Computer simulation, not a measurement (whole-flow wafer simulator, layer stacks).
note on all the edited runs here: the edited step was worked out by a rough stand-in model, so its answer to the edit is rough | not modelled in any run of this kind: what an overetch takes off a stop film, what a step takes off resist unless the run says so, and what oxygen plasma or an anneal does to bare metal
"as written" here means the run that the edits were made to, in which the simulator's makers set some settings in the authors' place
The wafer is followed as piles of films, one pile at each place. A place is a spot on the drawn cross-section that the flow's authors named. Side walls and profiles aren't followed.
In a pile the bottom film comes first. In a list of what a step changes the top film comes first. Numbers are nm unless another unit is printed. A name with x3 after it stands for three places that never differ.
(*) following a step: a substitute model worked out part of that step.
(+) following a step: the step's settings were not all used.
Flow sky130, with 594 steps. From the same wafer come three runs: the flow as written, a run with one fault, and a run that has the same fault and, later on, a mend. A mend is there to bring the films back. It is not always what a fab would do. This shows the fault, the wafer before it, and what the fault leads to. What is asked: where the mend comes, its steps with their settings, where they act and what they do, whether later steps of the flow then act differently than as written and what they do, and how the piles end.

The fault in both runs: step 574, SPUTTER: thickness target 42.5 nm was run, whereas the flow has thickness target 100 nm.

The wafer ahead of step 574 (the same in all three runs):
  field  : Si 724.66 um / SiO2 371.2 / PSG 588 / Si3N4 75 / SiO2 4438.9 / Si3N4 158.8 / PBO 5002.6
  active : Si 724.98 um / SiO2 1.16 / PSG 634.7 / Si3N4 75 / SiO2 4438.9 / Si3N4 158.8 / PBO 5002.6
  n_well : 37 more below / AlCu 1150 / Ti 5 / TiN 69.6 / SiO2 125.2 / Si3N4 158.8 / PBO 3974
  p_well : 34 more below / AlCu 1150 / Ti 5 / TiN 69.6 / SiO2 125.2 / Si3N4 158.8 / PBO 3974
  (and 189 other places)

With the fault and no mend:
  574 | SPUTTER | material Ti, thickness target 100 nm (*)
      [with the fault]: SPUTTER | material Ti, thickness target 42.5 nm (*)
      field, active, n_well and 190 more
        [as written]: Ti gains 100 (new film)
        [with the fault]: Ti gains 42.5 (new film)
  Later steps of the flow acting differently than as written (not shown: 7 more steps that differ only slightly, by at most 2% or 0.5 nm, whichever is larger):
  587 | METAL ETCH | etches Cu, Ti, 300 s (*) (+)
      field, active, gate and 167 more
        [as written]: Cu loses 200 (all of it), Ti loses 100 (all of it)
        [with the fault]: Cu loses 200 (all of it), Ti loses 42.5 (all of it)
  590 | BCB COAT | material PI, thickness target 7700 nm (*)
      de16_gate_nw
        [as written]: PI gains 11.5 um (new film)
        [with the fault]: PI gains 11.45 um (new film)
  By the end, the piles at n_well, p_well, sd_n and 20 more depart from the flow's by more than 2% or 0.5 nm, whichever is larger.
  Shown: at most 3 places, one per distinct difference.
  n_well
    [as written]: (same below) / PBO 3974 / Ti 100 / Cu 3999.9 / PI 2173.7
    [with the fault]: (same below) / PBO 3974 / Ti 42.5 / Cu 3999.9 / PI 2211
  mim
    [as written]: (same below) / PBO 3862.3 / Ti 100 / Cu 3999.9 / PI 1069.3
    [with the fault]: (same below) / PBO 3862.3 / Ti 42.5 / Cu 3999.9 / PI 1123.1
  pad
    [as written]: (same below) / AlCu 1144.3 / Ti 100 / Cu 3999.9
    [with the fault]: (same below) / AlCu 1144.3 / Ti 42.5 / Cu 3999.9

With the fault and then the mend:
  The mend follows step 574.
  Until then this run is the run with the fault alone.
  574a | SPUTTER | material Ti, thickness target 57.5 nm (*) (a further turn of the flow's step 574, with different settings)
      field, active, n_well and 190 more
        Ti gains 57.5
  Every later step of the flow that is run acts as written at every place that is followed.
  The piles end the same as the flow's at every place that both follow.
